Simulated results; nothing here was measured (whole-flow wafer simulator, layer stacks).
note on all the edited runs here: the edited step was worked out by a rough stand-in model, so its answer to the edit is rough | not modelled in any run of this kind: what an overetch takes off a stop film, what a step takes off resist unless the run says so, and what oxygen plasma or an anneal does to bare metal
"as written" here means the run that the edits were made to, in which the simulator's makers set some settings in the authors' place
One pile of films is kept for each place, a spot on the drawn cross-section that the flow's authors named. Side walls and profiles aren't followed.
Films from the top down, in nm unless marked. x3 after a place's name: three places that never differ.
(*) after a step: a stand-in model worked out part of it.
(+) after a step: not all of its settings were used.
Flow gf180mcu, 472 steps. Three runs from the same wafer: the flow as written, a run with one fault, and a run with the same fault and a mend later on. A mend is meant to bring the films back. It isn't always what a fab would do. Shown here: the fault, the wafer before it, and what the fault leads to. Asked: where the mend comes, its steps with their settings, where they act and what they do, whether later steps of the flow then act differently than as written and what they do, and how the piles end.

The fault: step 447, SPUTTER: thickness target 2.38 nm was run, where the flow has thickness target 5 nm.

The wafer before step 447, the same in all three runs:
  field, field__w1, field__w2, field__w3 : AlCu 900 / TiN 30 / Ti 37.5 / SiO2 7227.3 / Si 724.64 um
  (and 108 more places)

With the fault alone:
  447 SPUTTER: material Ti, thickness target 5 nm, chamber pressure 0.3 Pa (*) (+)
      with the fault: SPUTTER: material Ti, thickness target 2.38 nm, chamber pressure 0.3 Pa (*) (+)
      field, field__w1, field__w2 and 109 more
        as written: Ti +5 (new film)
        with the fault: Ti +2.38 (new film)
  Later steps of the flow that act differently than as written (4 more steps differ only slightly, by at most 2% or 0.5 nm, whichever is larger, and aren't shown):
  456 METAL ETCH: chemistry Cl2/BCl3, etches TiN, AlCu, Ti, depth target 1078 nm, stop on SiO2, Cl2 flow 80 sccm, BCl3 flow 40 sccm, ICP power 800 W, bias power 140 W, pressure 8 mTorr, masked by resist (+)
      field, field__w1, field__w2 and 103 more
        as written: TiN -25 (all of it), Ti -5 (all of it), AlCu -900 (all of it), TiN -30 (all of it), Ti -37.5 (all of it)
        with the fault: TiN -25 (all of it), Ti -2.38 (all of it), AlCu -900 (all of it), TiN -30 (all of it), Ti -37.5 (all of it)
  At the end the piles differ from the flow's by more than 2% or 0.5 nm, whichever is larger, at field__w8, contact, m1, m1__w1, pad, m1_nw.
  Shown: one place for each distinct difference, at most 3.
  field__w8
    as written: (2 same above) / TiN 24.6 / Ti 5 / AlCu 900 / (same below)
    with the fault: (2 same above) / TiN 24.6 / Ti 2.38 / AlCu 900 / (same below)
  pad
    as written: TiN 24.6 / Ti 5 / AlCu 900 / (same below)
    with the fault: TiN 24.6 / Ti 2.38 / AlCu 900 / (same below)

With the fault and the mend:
  The mend comes after step 447.
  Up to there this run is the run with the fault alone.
  447a SPUTTER: material Ti, thickness target 2.62 nm, chamber pressure 0.3 Pa (*) (+) (the flow's step 447 once more, with other settings)
      field, field__w1, field__w2 and 109 more
        Ti +2.62
  No later step of the flow acts differently than as written at any place that is followed.
  At the end the piles are the same as the flow's at every place that both follow.
